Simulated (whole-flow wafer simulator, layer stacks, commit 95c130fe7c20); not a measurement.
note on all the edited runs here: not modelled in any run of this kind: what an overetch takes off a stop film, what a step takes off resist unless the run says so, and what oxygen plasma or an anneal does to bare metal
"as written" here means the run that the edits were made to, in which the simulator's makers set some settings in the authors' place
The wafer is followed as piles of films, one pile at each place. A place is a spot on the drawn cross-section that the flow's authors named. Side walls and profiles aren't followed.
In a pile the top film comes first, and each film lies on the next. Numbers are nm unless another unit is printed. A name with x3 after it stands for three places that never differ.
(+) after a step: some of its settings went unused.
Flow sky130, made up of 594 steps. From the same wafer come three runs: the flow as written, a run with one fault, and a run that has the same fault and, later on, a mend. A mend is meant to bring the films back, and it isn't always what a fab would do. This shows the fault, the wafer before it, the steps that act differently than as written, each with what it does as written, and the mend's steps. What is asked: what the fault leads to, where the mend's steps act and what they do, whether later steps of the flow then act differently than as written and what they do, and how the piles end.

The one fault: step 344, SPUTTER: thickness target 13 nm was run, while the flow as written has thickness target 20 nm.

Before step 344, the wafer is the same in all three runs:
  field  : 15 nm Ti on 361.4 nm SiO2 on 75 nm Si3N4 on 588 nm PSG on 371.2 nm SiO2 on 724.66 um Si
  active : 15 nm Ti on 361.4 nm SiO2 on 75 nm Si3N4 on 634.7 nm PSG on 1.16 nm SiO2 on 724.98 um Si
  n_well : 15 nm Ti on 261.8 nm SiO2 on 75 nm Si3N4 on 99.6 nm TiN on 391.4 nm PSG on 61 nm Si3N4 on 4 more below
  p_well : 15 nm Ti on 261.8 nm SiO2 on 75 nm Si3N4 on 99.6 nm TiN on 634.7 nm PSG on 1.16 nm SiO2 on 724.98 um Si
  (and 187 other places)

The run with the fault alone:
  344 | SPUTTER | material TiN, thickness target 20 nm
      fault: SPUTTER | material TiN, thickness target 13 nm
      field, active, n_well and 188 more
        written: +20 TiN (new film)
        fault: +13 TiN (new film)
  Steps later in the flow that act otherwise than as written (not shown: 9 more steps that differ only slightly, by at most 2% or 0.5 nm, whichever is larger):
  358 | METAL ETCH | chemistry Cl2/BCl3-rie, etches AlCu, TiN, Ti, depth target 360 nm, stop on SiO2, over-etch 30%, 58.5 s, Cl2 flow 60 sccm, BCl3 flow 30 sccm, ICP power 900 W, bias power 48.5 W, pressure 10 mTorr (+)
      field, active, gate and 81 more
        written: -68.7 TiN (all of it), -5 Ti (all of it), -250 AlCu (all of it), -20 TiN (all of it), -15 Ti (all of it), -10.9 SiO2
        fault: -68.7 TiN (all of it), -5 Ti (all of it), -250 AlCu (all of it), -13 TiN (all of it), -15 Ti (all of it), -11.6 SiO2
  By the end, the piles at n_well, p_well, gate_hv and 104 more depart from the flow's by more than 2% or 0.5 nm, whichever is larger.
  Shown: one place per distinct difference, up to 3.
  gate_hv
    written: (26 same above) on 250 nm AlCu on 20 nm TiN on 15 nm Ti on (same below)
    fault: (26 same above) on 250 nm AlCu on 13 nm TiN on 15 nm Ti on (same below)
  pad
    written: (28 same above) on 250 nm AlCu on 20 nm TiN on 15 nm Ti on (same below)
    fault: (28 same above) on 250 nm AlCu on 13 nm TiN on 15 nm Ti on (same below)
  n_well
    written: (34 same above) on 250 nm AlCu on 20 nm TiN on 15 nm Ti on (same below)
    fault: (34 same above) on 250 nm AlCu on 13 nm TiN on 15 nm Ti on (same below)

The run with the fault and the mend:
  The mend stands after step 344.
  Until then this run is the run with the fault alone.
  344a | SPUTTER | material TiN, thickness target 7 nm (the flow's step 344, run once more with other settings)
      field, active, n_well and 188 more
        +7 TiN
  None of the later steps of the flow acts differently than as written at any place that is followed.
  By the end, the piles equal the flow's at every place that both follow.
